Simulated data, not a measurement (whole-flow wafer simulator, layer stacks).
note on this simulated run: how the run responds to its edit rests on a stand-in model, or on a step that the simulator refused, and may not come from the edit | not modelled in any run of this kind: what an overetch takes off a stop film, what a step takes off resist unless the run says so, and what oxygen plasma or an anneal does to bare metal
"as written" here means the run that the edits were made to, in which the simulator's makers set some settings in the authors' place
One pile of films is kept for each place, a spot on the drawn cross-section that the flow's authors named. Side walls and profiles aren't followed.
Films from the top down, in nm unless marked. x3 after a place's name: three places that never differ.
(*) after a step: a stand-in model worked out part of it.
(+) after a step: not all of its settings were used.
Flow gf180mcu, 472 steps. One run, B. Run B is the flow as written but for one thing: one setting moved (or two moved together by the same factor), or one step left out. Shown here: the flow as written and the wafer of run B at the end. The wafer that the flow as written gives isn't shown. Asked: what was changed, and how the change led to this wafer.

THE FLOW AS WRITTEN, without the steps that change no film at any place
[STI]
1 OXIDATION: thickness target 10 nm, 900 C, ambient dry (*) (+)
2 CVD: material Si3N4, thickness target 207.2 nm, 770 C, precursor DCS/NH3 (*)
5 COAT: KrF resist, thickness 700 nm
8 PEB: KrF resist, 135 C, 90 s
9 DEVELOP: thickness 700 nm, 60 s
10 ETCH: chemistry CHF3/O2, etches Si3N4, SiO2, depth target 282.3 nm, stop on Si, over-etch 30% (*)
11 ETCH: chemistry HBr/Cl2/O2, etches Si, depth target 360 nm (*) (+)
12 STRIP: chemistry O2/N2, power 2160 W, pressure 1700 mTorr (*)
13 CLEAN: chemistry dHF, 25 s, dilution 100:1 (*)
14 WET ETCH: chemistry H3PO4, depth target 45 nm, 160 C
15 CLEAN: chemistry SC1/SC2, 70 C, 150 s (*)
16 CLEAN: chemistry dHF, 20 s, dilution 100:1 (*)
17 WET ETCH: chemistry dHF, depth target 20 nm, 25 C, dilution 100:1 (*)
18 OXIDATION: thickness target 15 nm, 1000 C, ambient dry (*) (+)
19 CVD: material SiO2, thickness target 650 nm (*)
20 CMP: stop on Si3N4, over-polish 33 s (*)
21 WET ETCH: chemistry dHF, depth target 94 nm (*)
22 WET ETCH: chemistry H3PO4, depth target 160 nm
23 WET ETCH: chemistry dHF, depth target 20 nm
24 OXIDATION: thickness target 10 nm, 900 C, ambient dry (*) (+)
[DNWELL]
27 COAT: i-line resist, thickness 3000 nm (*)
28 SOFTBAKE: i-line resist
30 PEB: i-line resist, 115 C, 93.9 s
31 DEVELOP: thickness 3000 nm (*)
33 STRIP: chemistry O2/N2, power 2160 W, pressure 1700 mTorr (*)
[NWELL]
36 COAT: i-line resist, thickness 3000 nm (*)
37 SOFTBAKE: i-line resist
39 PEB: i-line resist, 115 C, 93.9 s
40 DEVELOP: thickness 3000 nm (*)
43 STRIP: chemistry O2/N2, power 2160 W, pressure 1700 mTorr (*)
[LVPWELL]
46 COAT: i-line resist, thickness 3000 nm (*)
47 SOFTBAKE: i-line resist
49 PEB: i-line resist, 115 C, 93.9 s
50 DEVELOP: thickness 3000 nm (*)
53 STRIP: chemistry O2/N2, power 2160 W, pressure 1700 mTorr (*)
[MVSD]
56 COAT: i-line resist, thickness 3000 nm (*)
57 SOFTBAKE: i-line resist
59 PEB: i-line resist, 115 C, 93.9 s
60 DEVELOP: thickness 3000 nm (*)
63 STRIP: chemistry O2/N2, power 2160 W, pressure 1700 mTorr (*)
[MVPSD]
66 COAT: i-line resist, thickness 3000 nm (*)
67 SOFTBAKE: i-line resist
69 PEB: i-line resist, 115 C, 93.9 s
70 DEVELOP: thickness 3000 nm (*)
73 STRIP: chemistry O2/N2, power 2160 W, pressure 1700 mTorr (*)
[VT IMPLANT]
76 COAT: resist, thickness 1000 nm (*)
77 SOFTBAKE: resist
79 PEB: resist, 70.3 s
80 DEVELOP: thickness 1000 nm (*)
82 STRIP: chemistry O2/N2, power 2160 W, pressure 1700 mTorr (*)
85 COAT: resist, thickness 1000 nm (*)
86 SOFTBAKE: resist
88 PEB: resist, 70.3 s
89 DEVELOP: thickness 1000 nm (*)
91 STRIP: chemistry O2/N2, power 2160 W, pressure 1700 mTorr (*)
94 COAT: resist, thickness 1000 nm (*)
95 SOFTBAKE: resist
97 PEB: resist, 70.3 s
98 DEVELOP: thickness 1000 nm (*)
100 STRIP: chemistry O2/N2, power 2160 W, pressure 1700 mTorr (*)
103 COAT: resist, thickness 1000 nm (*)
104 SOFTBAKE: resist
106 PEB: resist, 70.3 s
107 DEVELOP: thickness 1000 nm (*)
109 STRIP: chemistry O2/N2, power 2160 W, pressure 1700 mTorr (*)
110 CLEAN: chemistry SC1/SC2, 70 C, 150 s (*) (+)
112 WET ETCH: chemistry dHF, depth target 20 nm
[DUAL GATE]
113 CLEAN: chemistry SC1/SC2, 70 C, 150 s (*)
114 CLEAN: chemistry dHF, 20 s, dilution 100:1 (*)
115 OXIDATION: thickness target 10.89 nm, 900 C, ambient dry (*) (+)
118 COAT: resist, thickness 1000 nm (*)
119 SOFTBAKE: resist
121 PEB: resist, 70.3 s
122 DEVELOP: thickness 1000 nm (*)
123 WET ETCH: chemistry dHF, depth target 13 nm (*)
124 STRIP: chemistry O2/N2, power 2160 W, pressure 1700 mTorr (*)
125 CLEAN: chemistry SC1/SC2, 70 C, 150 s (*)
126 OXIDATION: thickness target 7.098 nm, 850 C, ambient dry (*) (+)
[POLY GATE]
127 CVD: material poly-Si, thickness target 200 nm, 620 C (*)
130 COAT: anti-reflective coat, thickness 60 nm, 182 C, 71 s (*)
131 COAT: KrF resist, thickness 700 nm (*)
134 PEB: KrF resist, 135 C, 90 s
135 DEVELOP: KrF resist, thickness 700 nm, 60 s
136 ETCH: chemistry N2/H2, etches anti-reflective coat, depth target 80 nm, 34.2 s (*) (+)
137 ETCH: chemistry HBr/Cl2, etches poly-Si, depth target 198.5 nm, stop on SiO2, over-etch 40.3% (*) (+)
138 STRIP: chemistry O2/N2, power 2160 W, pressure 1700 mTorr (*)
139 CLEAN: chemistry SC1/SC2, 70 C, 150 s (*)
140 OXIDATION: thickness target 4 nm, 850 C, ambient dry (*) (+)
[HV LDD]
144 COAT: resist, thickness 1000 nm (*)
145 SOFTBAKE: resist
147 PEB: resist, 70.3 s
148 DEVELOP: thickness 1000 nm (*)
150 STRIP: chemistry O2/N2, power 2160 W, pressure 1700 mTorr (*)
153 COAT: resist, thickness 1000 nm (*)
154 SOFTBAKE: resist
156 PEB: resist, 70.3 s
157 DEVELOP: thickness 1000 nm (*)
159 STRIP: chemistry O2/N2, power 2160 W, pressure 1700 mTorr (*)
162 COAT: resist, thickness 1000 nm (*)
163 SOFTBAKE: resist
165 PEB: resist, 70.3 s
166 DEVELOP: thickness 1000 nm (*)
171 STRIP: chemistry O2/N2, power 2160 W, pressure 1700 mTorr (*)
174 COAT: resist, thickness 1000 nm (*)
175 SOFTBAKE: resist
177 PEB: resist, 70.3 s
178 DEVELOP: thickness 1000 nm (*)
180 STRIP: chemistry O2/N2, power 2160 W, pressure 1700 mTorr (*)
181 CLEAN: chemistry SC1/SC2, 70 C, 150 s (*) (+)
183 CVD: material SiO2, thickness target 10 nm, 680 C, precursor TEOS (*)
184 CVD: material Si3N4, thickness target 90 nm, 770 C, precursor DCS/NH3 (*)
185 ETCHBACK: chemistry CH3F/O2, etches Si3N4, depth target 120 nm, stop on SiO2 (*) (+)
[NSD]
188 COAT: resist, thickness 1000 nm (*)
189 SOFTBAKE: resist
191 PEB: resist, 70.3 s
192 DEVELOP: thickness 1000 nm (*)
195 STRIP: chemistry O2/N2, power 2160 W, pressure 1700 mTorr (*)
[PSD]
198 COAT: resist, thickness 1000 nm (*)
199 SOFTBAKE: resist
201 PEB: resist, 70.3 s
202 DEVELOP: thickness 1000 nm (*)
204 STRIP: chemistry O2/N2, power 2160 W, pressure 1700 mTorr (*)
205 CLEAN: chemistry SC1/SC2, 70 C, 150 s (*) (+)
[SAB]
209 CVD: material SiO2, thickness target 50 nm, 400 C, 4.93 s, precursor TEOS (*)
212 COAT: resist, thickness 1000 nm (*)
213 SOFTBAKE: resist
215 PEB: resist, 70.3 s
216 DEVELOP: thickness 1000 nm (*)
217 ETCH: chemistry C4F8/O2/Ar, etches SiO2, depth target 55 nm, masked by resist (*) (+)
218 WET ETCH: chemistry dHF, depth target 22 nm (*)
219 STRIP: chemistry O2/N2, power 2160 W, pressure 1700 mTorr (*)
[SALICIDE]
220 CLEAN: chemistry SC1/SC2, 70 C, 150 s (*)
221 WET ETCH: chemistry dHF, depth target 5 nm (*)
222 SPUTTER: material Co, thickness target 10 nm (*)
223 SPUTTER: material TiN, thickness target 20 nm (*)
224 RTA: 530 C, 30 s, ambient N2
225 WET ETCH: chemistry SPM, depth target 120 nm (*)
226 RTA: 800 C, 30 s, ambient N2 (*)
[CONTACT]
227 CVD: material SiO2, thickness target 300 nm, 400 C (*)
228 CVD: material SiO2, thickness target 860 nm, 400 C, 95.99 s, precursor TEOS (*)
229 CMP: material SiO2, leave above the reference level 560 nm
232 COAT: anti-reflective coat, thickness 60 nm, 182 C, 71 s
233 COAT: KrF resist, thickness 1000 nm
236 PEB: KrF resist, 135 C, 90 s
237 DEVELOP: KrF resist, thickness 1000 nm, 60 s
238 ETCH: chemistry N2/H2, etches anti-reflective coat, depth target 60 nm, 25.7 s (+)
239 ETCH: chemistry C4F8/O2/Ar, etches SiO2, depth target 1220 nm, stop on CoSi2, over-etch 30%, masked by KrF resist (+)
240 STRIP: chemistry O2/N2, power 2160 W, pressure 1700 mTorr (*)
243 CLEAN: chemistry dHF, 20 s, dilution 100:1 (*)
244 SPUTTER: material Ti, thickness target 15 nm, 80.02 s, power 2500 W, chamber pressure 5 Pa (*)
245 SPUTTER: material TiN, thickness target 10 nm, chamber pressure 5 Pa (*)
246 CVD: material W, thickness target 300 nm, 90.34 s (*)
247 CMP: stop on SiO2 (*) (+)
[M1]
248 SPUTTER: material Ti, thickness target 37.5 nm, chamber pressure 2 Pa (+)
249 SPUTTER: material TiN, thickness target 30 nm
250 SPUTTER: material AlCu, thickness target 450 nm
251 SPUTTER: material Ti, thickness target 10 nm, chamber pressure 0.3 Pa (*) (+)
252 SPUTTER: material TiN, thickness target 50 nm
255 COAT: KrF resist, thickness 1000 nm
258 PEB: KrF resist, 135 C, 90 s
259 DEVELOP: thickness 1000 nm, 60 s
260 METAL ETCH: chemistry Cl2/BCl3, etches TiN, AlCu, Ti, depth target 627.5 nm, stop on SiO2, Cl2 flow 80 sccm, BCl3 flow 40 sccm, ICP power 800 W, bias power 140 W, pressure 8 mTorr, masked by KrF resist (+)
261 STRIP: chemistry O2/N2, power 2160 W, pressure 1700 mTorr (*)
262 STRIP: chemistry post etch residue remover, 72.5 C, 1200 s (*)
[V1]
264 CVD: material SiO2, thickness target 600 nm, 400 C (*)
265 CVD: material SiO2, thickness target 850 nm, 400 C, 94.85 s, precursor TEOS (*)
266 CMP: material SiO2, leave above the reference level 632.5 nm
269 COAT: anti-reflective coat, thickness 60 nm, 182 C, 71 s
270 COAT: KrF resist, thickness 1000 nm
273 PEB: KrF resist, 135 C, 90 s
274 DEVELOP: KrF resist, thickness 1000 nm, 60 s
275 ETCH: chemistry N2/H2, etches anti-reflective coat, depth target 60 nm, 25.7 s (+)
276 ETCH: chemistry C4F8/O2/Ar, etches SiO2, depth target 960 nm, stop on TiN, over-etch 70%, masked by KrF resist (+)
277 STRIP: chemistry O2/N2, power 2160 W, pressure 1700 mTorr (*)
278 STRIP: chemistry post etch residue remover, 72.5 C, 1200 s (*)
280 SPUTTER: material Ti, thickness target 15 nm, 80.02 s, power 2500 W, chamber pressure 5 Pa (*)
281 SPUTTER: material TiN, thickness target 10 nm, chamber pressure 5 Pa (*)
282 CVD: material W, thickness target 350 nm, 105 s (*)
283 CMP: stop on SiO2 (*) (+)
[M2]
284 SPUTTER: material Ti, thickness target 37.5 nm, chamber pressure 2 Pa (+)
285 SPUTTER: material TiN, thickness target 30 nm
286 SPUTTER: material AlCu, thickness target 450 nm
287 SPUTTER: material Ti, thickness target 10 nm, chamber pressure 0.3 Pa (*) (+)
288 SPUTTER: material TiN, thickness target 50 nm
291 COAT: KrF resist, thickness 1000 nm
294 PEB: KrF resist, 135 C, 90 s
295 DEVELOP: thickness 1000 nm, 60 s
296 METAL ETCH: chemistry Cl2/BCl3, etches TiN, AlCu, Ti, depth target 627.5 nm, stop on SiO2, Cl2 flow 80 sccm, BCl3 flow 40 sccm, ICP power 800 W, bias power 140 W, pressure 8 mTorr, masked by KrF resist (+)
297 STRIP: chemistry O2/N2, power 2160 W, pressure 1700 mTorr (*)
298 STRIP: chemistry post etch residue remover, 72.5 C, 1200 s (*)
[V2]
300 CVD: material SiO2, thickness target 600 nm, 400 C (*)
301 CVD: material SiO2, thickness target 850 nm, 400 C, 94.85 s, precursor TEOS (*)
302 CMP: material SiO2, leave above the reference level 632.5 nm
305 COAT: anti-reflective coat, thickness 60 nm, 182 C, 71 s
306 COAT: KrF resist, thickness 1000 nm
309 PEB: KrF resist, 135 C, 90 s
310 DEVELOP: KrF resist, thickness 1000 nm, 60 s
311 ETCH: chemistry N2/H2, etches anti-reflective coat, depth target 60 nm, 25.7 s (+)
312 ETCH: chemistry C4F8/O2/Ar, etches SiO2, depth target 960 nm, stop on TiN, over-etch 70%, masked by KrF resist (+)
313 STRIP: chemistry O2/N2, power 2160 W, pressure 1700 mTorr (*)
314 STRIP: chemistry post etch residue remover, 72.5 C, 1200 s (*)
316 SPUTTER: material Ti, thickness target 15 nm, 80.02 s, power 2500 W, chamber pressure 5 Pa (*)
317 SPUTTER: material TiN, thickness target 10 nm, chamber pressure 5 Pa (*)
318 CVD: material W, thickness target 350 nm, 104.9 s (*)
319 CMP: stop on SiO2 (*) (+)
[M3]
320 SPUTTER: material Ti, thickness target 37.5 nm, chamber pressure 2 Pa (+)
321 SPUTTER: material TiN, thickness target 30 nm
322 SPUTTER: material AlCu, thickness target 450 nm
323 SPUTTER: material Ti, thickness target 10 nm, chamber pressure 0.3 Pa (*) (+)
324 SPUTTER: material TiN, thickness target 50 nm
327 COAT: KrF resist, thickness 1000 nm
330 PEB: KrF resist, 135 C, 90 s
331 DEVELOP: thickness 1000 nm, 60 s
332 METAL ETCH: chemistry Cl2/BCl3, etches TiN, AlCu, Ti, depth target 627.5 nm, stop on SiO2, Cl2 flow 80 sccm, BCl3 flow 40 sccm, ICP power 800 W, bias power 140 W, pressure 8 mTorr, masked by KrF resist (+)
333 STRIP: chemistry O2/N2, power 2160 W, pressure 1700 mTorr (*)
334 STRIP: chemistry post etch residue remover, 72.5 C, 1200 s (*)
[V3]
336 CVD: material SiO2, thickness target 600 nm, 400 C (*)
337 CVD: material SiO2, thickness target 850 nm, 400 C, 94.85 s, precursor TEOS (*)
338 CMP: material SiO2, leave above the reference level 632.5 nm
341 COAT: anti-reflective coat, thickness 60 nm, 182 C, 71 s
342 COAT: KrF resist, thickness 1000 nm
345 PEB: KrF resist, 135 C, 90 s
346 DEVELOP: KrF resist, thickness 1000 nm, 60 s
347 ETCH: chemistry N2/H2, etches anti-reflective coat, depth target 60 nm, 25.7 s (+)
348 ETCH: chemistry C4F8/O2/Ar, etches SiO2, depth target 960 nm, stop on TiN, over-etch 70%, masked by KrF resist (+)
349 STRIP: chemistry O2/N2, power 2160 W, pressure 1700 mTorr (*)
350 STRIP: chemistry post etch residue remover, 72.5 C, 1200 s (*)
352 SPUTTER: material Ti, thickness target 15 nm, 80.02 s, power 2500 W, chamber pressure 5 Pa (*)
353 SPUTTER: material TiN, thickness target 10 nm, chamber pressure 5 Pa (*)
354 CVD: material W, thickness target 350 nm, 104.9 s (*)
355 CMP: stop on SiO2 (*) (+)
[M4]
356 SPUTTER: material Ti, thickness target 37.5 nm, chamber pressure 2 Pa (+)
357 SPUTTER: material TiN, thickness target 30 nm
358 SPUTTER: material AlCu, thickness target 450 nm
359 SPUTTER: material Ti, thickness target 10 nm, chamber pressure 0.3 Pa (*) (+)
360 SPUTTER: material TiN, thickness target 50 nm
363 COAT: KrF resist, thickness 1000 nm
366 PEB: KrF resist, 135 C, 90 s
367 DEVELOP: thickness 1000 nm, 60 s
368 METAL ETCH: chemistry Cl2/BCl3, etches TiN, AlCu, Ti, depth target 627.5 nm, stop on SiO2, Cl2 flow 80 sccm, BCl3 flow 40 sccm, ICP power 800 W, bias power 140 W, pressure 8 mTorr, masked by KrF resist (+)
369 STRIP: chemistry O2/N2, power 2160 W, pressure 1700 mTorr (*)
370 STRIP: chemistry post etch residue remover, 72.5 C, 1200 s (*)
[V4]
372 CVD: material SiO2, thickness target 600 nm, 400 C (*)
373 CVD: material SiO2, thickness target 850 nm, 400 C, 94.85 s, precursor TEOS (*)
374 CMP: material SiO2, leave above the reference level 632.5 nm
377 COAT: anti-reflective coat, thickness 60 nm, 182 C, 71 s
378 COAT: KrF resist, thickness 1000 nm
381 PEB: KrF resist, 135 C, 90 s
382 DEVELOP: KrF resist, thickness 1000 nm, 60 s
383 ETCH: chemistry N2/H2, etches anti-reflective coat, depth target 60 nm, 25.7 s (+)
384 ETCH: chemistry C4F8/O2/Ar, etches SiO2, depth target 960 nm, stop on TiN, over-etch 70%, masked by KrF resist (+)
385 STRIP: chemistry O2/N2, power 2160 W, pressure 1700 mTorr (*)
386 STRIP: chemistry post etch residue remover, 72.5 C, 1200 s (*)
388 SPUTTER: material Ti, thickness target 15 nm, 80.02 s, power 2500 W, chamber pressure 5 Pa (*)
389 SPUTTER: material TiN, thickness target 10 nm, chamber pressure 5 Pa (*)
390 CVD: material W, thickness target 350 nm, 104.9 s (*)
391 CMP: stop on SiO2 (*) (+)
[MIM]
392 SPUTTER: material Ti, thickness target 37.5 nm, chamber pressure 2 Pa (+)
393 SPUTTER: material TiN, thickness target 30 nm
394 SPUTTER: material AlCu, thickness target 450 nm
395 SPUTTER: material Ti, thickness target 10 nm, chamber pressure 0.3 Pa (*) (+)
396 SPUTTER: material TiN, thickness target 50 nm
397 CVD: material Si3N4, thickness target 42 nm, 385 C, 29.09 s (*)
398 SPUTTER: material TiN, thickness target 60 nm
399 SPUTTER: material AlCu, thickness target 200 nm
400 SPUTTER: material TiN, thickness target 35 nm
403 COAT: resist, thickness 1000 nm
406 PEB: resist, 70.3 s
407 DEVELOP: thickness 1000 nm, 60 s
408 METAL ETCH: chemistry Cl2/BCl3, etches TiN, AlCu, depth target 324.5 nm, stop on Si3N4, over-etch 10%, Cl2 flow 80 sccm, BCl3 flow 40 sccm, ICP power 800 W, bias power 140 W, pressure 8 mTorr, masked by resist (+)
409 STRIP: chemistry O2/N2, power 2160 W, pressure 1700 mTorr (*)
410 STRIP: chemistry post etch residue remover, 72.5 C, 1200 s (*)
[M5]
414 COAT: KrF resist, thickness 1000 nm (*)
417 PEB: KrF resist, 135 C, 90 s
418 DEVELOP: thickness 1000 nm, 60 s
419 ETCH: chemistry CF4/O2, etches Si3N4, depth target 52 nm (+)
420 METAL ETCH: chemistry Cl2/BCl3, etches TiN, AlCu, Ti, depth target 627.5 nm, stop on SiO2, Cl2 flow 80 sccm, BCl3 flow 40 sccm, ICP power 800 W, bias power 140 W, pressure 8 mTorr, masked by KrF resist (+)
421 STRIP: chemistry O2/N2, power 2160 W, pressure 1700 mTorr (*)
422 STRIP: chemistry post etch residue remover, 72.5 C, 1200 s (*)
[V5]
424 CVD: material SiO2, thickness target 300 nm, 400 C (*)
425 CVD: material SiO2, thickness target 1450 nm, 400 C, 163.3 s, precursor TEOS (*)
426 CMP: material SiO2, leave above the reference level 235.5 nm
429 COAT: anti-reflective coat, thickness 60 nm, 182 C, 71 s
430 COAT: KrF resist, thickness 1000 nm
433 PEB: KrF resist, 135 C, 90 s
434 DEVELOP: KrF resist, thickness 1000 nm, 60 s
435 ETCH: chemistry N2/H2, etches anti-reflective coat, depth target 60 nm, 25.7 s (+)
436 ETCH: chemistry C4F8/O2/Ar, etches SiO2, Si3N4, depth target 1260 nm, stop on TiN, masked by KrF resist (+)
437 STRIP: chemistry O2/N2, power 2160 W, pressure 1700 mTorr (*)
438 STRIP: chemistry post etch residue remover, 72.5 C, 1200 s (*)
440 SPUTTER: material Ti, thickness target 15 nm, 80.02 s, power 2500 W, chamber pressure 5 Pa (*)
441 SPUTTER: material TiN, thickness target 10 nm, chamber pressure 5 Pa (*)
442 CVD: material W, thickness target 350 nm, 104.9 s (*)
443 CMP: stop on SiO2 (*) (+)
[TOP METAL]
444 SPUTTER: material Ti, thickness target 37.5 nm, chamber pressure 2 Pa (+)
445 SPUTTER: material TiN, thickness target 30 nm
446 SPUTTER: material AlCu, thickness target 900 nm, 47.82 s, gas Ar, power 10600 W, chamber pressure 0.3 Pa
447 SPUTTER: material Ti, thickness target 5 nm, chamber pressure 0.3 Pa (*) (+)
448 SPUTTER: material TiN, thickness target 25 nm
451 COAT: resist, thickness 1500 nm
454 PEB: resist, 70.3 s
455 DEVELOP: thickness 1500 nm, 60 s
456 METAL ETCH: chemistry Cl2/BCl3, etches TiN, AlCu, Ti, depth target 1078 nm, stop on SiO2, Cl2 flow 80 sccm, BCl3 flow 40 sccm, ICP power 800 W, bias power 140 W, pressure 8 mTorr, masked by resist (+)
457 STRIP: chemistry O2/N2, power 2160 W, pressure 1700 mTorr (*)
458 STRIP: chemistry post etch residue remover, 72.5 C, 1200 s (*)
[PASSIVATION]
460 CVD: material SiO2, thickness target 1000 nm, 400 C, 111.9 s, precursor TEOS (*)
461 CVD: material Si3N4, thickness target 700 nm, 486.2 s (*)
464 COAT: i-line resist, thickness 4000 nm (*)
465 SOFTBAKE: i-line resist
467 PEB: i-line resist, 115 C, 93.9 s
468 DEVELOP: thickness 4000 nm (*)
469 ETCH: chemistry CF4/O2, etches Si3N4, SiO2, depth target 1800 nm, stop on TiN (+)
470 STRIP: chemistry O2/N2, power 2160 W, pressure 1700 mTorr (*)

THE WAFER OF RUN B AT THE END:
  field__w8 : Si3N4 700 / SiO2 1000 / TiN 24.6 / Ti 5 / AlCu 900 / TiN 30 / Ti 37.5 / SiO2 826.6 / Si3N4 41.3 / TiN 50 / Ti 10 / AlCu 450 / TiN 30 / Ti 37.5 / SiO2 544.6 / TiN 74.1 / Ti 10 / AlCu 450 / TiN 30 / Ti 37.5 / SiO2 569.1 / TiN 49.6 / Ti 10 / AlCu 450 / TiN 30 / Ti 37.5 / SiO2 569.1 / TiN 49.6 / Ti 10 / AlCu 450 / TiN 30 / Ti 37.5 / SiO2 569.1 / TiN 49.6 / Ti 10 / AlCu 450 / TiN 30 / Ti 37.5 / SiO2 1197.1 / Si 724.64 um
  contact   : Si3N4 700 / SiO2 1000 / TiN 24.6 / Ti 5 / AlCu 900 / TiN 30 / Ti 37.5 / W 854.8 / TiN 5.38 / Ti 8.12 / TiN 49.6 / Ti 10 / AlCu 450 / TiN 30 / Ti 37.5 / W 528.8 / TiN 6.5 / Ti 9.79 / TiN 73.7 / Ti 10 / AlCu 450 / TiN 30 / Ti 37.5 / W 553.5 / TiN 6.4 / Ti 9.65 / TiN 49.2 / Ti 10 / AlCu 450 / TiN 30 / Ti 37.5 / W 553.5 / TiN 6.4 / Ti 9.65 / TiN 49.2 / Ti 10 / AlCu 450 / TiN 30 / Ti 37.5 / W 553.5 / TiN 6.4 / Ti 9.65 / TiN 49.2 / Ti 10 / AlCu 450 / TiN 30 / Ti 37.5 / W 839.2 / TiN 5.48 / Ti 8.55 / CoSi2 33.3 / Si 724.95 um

The cause: step 360, SPUTTER: thickness target 74.5 nm was run, where the flow has thickness target 50 nm.

How the change led to this, step by step:
  360 SPUTTER: material TiN, thickness target 50 nm
      field, field__w1, field__w2 and 108 more: TiN +74.5 (new film) (as written it would be: TiN +50 (new film))
  368 METAL ETCH: chemistry Cl2/BCl3, etches TiN, AlCu, Ti, depth target 627.5 nm, stop on SiO2, Cl2 flow 80 sccm, BCl3 flow 40 sccm, ICP power 800 W, bias power 140 W, pressure 8 mTorr, masked by KrF resist (+)
      field, field__w1, field__w2 and 103 more: TiN -74.5 (all of it), Ti -10 (all of it), AlCu -450 (all of it), TiN -30 (all of it), Ti -37.5 (all of it) (as written it would be: TiN -50 (all of it), Ti -10 (all of it), AlCu -450 (all of it), TiN -30 (all of it), Ti -37.5 (all of it))
  374 CMP: material SiO2, leave above the reference level 632.5 nm
      field__w8, contact, m1, m1__w1, m1_nw: SiO2 -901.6 (as written it would be: SiO2 -877.1)
  384 ETCH: chemistry C4F8/O2/Ar, etches SiO2, depth target 960 nm, stop on TiN, over-etch 70%, masked by KrF resist (+)
      field, field__w1, field__w2 and 107 more: KrF resist -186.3 (as written it would be: KrF resist -192)
      contact: SiO2 -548 (all of it) (as written it would be: SiO2 -572.5 (all of it))
  390 CVD: material W, thickness target 350 nm, 104.9 s (*)
      contact: W +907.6 (new film) (as written it would be: W +932.3 (new film))
